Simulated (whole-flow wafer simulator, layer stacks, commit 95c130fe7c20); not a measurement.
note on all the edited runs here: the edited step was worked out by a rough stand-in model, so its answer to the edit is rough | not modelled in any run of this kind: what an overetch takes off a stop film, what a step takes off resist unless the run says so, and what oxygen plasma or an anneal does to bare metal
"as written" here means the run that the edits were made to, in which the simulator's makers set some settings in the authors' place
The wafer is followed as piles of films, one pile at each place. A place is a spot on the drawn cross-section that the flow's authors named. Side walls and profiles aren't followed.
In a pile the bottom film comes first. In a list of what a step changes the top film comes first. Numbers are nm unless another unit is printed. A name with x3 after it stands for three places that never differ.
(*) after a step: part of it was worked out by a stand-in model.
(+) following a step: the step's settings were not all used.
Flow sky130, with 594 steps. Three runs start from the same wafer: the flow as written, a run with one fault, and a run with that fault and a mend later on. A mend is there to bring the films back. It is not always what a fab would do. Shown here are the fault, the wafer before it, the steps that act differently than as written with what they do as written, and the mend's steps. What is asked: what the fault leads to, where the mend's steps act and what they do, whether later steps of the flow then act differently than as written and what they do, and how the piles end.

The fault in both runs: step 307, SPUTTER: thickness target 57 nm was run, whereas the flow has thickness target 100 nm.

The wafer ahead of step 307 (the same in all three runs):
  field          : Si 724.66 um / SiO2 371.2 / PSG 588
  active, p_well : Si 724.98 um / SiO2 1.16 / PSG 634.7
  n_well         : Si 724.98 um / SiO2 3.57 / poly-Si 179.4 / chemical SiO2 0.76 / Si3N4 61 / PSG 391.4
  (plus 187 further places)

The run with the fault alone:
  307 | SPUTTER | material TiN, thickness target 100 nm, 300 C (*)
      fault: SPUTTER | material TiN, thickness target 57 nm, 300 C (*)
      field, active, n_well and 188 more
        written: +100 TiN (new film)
        fault: +57 TiN (new film)
  Later steps of the flow acting differently than as written (not shown: 1 more step that differs only slightly, by at most 2% or 0.5 nm, whichever is larger):
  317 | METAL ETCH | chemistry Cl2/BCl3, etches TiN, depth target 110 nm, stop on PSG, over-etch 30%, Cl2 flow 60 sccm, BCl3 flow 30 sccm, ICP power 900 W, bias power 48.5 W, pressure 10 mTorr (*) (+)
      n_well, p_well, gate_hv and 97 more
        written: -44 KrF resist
        fault: -28.9 KrF resist
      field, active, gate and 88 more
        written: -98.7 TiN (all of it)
        fault: -55.7 TiN (all of it)
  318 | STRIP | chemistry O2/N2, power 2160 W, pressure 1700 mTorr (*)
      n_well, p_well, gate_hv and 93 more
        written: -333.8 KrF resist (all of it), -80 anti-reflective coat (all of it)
        fault: -348.9 KrF resist (all of it), -80 anti-reflective coat (all of it)
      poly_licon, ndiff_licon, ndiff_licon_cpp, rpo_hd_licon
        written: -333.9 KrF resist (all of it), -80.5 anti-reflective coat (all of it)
        fault: -348.9 KrF resist (all of it), -80.5 anti-reflective coat (all of it)
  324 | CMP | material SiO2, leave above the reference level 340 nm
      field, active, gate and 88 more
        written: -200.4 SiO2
        fault: -243.4 SiO2
  At n_well, p_well, gate_hv and 118 more, the piles at the end differ from the flow's by more than 2% or 0.5 nm, whichever is larger.
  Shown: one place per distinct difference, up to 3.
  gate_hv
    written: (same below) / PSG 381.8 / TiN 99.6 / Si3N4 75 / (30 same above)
    fault: (same below) / PSG 381.8 / TiN 56.6 / Si3N4 75 / (30 same above)
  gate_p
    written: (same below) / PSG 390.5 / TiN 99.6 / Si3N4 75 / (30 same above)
    fault: (same below) / PSG 390.5 / TiN 56.6 / Si3N4 75 / (30 same above)
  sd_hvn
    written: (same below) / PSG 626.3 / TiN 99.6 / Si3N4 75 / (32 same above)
    fault: (same below) / PSG 626.3 / TiN 56.6 / Si3N4 75 / (32 same above)

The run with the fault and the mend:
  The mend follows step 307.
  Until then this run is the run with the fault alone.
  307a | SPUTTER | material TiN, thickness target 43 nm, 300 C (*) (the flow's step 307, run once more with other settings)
      field, active, n_well and 188 more
        +43 TiN
  None of the later steps of the flow differs from how it acts as written, at any place that is followed, by more than 2% or 0.5 nm, whichever is larger.
  The piles end the same as the flow's at every place that both follow.
